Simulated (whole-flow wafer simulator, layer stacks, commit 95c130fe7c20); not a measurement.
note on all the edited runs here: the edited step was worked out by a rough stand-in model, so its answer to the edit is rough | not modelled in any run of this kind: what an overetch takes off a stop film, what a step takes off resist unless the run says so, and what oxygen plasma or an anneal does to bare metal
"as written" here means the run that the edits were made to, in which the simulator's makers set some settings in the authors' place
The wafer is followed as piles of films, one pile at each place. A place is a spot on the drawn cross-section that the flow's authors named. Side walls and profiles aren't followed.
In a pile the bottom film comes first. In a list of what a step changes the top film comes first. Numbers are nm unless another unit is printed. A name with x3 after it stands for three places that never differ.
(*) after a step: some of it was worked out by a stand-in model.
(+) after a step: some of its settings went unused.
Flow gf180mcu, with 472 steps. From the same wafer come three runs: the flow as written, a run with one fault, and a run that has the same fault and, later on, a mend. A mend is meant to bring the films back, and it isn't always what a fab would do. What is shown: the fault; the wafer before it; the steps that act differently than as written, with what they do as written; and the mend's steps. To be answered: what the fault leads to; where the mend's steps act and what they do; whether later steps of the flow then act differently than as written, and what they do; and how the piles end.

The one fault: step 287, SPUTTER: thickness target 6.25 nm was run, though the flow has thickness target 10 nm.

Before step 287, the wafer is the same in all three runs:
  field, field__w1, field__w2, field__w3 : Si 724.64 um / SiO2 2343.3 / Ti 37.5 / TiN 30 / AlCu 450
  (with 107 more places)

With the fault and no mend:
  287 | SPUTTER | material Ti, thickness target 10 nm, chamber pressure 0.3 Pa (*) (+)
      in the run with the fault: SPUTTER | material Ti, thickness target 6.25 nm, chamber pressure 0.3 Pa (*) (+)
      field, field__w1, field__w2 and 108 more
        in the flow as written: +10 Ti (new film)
        in the run with the fault: +6.25 Ti (new film)
  Steps further on in the flow that do not act as written (not shown: 5 more steps that differ only slightly, by at most 2% or 0.5 nm, whichever is larger):
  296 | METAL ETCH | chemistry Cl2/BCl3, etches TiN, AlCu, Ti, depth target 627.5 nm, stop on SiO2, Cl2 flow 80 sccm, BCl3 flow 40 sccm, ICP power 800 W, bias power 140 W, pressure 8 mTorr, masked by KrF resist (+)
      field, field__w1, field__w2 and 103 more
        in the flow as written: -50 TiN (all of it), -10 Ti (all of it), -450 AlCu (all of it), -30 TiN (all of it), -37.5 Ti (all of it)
        in the run with the fault: -50 TiN (all of it), -6.25 Ti (all of it), -450 AlCu (all of it), -30 TiN (all of it), -37.5 Ti (all of it)
  By the end, the piles at field__w8, contact, m1, m1__w1, m1_nw depart from the flow's by more than 2% or 0.5 nm, whichever is larger.
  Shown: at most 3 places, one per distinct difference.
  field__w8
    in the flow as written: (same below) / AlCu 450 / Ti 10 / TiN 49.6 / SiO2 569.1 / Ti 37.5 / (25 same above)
    in the run with the fault: (same below) / AlCu 450 / Ti 6.25 / TiN 49.6 / SiO2 572.9 / Ti 37.5 / (25 same above)
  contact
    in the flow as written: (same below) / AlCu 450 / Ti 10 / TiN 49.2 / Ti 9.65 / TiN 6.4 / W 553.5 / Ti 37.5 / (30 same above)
    in the run with the fault: (same below) / AlCu 450 / Ti 6.25 / TiN 49.2 / Ti 9.63 / TiN 6.39 / W 557.3 / Ti 37.5 / (30 same above)

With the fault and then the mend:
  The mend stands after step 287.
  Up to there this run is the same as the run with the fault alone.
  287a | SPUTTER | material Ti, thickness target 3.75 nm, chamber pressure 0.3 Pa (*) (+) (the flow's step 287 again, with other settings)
      field, field__w1, field__w2 and 108 more
        +3.75 Ti
  Every later step of the flow that is run acts as written at every place that is followed.
  By the end, the piles equal the flow's at every place that both follow.
